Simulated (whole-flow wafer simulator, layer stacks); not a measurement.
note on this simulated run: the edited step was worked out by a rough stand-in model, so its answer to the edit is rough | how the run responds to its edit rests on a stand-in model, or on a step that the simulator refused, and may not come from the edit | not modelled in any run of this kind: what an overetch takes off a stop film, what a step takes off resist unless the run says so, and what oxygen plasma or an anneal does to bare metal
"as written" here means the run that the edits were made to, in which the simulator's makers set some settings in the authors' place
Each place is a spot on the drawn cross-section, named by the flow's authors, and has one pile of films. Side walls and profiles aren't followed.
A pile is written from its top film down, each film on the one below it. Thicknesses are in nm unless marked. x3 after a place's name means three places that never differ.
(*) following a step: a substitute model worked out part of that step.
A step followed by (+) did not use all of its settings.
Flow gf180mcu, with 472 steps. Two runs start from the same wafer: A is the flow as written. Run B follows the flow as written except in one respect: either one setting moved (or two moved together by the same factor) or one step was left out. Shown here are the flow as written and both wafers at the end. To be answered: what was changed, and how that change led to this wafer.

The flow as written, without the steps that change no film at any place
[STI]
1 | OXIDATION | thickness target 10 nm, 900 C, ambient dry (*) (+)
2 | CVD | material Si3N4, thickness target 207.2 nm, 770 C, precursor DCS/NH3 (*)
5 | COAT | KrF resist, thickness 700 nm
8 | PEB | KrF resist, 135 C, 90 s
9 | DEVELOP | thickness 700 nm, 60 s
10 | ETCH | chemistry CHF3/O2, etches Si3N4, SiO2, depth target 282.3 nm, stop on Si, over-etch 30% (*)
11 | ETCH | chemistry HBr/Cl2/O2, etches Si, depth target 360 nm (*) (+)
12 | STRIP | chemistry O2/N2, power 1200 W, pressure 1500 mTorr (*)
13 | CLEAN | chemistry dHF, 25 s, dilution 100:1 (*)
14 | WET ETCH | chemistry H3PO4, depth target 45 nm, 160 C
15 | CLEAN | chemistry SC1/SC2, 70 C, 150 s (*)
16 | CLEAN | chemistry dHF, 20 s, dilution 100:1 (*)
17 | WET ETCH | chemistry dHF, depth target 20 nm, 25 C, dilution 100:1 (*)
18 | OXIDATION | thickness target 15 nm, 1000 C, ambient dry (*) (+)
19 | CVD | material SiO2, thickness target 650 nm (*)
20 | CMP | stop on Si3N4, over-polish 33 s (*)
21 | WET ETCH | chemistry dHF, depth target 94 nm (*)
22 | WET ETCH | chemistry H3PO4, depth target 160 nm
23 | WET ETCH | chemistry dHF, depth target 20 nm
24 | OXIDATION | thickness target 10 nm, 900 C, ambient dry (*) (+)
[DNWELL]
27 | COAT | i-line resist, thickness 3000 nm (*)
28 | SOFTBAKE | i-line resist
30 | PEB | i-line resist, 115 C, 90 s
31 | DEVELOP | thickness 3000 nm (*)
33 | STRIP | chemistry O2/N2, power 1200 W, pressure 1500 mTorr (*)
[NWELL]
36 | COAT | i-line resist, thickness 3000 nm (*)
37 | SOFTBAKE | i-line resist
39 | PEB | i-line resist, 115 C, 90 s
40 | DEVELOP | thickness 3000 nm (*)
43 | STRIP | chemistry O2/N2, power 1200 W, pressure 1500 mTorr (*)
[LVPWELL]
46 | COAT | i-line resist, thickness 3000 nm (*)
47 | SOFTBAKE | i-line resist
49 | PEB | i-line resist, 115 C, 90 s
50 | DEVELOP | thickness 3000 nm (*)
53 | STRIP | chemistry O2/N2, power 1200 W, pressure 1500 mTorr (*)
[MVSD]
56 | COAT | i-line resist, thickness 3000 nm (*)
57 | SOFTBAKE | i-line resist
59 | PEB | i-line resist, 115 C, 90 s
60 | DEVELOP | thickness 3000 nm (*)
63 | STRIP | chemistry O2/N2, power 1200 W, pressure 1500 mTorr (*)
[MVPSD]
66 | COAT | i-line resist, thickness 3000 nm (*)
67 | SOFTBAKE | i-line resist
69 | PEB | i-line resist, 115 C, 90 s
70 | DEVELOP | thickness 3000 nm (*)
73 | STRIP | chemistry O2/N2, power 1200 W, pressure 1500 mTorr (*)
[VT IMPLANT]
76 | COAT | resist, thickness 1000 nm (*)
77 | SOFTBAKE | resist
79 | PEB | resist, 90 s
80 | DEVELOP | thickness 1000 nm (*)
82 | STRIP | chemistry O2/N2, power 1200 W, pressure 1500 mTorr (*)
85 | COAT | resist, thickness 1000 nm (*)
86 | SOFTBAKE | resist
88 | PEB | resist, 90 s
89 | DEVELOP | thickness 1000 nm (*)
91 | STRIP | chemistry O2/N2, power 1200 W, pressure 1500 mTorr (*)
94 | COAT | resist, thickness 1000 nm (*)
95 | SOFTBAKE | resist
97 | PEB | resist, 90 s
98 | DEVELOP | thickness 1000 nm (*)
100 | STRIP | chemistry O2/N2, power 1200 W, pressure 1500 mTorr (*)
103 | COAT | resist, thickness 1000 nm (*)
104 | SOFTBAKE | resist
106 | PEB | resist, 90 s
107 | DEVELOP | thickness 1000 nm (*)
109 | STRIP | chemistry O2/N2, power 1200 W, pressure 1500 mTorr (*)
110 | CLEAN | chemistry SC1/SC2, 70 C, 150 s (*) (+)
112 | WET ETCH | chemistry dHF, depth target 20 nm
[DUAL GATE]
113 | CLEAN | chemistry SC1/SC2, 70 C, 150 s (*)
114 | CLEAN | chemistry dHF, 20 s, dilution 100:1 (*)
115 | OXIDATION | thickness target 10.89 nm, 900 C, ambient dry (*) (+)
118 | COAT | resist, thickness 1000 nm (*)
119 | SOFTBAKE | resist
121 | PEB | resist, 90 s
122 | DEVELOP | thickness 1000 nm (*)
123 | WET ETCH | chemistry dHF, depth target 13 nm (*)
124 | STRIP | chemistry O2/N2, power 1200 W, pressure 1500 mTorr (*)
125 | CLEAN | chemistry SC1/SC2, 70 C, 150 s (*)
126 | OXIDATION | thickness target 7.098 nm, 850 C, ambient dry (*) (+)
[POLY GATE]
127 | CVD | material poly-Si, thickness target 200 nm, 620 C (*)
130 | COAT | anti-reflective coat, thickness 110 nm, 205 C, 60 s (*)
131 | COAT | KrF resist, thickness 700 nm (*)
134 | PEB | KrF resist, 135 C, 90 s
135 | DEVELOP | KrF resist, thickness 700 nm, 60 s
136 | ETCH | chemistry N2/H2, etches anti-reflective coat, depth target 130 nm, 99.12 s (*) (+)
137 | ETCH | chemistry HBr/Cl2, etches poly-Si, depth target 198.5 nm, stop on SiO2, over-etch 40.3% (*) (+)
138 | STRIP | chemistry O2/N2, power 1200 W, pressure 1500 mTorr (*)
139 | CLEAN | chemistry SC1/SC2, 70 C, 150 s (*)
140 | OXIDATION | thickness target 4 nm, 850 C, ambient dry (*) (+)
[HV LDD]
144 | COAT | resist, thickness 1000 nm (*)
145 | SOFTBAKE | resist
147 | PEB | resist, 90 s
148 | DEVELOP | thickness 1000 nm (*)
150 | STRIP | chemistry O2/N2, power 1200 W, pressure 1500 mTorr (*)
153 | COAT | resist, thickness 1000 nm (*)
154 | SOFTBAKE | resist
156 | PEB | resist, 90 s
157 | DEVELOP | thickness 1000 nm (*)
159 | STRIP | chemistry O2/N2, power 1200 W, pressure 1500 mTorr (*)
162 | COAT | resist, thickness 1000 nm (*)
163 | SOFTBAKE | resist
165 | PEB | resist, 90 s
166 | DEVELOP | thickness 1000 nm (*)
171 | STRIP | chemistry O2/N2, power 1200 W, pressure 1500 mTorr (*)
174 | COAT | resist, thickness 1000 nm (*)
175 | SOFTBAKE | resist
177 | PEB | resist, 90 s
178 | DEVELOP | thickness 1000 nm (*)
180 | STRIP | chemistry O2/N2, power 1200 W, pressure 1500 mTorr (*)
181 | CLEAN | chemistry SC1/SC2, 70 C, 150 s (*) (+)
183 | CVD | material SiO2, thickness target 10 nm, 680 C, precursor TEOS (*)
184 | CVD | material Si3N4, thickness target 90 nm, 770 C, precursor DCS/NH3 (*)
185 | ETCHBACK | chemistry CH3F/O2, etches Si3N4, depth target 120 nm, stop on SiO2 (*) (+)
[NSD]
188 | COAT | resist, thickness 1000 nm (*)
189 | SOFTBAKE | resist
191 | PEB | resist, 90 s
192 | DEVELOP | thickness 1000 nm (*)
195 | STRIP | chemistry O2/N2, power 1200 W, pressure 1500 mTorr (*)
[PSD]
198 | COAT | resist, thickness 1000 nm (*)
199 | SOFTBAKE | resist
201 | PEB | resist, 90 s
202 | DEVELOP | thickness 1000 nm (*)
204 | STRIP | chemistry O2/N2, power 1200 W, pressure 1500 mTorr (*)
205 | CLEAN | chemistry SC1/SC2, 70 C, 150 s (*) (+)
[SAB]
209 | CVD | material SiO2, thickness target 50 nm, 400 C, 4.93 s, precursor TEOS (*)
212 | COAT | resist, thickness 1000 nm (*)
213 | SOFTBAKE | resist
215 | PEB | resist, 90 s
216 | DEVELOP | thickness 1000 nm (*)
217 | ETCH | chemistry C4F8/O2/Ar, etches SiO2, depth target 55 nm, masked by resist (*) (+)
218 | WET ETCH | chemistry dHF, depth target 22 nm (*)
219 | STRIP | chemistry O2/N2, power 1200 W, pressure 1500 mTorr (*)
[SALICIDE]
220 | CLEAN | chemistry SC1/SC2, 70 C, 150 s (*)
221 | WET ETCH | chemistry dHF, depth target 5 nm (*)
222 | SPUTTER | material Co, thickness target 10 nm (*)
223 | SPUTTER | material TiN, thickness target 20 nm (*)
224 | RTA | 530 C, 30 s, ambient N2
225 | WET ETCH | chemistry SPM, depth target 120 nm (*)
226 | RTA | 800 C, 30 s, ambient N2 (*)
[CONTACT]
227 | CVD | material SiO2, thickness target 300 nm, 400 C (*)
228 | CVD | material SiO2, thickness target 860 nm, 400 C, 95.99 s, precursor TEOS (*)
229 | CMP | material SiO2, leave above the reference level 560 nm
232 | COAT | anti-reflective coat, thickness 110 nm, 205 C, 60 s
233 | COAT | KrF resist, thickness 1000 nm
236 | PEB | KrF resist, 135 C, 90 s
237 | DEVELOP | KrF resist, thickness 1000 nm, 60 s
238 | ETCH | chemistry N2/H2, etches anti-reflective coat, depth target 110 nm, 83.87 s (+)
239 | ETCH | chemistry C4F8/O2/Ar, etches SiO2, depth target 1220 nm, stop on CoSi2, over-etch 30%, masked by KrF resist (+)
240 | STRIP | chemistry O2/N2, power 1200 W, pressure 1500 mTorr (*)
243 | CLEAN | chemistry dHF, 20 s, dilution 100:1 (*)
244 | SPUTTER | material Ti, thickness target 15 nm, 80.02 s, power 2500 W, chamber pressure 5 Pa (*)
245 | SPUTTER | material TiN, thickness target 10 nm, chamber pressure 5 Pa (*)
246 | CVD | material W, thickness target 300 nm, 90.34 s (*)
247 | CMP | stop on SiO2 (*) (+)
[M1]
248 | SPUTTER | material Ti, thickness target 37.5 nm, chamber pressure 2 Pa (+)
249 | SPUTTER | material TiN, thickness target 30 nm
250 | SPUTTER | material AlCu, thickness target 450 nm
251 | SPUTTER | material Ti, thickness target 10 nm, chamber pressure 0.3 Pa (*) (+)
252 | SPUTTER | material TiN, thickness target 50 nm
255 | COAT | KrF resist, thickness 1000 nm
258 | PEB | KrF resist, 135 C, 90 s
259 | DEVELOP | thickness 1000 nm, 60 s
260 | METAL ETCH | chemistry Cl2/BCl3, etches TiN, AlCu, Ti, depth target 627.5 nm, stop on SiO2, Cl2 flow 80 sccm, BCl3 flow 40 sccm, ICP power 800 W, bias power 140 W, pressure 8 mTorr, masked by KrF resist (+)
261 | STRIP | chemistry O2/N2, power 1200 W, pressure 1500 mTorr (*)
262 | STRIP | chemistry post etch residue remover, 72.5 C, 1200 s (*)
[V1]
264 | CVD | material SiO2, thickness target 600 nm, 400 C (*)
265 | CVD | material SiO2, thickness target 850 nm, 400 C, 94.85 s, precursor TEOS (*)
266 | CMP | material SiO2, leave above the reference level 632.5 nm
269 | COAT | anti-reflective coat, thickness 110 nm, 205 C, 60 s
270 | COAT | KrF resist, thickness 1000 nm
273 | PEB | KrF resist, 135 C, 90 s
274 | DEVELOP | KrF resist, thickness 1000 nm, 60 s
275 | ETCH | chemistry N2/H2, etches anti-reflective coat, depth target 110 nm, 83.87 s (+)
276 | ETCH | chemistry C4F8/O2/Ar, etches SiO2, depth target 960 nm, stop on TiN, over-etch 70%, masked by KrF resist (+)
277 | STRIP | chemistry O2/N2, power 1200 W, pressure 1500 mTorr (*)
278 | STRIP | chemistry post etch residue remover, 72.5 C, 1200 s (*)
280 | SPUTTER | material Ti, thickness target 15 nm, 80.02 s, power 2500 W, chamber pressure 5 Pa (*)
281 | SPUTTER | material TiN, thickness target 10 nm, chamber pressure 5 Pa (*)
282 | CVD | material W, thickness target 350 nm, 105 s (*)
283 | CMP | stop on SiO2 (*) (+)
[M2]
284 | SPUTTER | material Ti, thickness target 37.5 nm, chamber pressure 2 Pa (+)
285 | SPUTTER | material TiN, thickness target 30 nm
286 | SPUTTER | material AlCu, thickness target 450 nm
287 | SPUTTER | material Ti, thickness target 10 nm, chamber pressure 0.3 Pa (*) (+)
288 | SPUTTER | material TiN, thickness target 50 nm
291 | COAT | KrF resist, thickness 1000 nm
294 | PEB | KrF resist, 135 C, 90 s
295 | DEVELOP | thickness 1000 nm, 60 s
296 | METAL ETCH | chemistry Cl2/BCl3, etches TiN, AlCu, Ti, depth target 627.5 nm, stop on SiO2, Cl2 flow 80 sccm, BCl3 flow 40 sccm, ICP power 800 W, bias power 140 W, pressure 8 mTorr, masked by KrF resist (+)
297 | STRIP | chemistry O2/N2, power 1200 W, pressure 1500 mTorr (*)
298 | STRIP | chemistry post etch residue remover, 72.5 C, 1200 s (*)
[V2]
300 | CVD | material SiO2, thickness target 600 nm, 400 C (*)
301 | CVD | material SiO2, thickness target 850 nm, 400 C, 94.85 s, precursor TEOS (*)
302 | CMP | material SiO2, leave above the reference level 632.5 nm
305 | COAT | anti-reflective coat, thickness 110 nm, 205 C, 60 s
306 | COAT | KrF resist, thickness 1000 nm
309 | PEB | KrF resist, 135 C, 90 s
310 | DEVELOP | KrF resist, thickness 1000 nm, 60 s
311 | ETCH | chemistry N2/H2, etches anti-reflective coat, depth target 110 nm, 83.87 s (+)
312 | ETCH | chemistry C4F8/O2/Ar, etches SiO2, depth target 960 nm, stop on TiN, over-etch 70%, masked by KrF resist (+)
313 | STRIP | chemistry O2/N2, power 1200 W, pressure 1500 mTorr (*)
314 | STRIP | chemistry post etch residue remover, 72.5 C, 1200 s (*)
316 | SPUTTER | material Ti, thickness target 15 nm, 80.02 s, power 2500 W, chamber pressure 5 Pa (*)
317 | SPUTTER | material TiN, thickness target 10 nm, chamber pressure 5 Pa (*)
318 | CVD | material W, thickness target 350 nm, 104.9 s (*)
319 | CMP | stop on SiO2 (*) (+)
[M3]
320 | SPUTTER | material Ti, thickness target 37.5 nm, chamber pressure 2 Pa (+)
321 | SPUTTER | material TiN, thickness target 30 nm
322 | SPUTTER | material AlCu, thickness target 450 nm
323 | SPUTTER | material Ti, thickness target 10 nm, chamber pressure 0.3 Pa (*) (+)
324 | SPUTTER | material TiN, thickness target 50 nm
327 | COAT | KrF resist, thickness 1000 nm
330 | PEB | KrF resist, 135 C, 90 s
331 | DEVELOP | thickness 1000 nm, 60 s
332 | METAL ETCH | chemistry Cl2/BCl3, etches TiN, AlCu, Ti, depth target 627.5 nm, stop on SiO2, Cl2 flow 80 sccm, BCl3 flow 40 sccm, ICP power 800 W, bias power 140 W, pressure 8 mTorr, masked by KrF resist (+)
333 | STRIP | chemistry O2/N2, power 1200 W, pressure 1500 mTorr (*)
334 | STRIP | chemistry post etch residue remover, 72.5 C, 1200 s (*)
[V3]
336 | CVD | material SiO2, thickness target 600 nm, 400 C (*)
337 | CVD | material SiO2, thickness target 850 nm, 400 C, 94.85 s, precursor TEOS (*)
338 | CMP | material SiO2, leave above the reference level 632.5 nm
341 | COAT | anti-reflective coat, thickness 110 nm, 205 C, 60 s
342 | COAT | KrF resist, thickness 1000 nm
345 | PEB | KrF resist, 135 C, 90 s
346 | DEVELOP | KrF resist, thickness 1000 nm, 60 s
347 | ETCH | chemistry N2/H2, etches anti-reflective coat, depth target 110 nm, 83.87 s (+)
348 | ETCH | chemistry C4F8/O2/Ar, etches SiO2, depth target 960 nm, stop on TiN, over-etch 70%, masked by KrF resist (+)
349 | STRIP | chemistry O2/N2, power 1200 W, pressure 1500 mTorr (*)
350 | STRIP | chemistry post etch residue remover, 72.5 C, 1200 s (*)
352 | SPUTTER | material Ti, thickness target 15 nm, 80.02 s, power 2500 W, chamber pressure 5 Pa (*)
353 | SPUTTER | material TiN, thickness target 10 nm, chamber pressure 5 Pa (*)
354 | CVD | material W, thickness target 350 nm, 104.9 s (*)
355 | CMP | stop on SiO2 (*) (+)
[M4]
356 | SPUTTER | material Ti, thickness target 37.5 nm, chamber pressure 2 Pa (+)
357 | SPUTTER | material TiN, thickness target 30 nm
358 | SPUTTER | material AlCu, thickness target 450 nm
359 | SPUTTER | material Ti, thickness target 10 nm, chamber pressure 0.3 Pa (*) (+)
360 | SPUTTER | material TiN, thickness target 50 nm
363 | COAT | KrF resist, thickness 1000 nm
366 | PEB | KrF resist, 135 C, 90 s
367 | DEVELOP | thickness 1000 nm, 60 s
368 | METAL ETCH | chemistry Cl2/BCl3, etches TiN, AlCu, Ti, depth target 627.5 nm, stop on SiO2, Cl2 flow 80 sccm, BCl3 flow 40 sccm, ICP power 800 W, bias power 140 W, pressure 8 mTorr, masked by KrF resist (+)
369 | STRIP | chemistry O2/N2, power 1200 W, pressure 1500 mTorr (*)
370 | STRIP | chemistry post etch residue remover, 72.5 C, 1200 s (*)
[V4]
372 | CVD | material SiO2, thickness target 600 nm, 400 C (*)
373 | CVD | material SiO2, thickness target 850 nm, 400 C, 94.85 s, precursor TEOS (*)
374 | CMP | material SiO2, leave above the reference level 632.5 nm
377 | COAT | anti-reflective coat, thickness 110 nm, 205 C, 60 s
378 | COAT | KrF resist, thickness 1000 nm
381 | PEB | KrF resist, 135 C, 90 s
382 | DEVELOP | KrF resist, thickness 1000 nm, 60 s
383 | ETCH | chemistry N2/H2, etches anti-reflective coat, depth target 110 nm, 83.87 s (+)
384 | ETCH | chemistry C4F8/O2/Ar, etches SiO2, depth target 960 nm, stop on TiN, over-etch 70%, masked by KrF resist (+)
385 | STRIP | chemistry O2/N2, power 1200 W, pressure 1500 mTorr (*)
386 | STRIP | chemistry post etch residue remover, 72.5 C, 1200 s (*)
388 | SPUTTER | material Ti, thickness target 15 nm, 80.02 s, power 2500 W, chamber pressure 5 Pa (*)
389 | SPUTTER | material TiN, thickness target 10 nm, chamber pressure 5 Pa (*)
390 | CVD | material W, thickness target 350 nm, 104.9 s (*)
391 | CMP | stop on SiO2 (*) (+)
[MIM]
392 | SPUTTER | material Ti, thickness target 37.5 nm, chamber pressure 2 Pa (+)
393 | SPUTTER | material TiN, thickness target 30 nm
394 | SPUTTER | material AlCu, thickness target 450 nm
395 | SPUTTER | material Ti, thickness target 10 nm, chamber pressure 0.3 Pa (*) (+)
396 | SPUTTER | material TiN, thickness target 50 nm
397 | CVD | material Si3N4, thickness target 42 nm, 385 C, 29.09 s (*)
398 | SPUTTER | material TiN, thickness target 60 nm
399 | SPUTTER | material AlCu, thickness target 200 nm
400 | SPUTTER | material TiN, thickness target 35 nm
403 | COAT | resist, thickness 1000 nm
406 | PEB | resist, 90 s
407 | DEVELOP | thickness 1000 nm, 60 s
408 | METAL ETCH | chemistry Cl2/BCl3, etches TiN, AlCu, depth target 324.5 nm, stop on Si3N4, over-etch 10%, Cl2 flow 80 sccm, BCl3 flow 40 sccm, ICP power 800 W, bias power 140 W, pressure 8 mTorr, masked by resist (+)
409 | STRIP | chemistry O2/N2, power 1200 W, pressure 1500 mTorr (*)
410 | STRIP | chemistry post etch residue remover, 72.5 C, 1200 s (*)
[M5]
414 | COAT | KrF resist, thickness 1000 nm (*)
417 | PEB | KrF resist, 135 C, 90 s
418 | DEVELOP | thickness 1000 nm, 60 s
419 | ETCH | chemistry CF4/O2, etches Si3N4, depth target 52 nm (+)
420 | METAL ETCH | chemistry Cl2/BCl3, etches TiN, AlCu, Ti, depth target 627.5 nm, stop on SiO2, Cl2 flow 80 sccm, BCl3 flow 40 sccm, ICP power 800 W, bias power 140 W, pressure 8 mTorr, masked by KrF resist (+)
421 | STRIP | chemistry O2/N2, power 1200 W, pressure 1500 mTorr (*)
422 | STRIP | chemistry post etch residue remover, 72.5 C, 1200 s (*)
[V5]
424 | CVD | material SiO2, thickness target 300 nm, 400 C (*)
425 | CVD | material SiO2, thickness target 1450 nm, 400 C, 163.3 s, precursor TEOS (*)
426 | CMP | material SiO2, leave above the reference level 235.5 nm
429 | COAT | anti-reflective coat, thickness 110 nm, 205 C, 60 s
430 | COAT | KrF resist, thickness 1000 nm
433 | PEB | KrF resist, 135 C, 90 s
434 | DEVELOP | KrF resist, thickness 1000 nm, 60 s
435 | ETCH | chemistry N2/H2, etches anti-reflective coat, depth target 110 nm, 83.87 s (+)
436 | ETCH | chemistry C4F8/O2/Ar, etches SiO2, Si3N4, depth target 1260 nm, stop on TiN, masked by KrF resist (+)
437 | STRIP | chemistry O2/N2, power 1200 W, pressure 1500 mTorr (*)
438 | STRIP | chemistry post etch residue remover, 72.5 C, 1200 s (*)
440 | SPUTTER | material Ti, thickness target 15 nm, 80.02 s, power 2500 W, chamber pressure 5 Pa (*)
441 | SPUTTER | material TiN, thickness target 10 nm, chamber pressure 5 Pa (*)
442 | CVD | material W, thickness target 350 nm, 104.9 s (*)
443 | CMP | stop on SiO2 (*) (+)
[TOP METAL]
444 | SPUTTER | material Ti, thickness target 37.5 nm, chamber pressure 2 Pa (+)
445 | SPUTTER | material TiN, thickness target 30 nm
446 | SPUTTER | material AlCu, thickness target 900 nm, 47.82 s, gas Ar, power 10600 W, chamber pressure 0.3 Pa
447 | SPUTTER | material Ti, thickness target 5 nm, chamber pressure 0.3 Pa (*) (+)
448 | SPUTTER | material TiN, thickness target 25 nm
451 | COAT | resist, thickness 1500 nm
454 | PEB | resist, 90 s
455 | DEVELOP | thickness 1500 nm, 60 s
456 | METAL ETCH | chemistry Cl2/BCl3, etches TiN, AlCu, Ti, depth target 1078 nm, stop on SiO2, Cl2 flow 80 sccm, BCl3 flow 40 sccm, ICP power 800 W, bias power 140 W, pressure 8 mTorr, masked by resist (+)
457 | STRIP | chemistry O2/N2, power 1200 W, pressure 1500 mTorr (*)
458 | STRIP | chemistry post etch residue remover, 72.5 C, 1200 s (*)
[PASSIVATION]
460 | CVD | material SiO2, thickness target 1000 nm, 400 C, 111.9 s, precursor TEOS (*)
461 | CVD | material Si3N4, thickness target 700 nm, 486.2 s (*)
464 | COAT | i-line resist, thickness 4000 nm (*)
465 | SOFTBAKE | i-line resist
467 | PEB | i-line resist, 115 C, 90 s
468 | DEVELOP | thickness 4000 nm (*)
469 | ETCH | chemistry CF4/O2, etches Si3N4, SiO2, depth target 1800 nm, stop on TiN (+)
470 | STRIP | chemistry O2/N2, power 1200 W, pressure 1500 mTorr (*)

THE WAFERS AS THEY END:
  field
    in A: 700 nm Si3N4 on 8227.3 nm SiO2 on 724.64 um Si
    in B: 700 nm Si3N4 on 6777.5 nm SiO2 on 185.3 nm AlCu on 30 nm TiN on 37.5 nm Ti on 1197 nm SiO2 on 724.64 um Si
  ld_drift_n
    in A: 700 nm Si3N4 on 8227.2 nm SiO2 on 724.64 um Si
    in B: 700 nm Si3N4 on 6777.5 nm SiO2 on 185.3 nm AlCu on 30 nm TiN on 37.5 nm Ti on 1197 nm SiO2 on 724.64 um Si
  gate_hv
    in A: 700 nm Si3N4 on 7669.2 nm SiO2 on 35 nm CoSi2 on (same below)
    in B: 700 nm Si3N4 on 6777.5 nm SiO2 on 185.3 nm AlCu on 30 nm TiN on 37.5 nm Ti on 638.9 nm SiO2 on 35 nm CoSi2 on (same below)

The reason: step 251, SPUTTER: thickness target 5 nm was run, while the flow as written has thickness target 10 nm; step 260, METAL ETCH: depth target 314 nm was run, where the flow has depth target 627.5 nm.

Step by step, how the change led to this:
  251 | SPUTTER | material Ti, thickness target 10 nm, chamber pressure 0.3 Pa (*) (+)
      field, field__w1, field__w2 and 108 more: A +10 Ti (new film) | B +5 Ti (new film)
  260 | METAL ETCH | chemistry Cl2/BCl3, etches TiN, AlCu, Ti, depth target 627.5 nm, stop on SiO2, Cl2 flow 80 sccm, BCl3 flow 40 sccm, ICP power 800 W, bias power 140 W, pressure 8 mTorr, masked by KrF resist (+)
      field, field__w1, field__w2 and 99 more: A -50 TiN (all of it), -10 Ti (all of it), -450 AlCu (all of it), -30 TiN (all of it), -37.5 Ti (all of it) | B -50 TiN (all of it), -5 Ti (all of it), -259 AlCu
      field__w8, contact, m1 and 6 more: A -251 KrF resist | B -125.6 KrF resist
  261 | STRIP | chemistry O2/N2, power 1200 W, pressure 1500 mTorr (*)
      field__w8, contact, m1 and 6 more: A -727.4 KrF resist (all of it) | B -852.8 KrF resist (all of it)
  262 | STRIP | chemistry post etch residue remover, 72.5 C, 1200 s (*)
      field, field__w1, field__w2 and 99 more: A nothing | B -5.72 AlCu
  264 | CVD | material SiO2, thickness target 600 nm, 400 C (*)
      field, field__w1, field__w2 and 99 more: A +600 SiO2 | B +600 SiO2 (new film)
  266 | CMP | material SiO2, leave above the reference level 632.5 nm
      field, field__w1, field__w2 and 99 more: A -300 SiO2 | B -552.8 SiO2
With metal films that touch counted as one body, field has 1 body; the flow as written gives 0 bodies.
With metal films that touch counted as one body, ld_drift_n has 1 body; the flow as written gives 0 bodies.
With metal films that touch counted as one body, gate_hv has 2 bodies (between them, from the top down: SiO2 638.9); the flow as written gives 1 body.
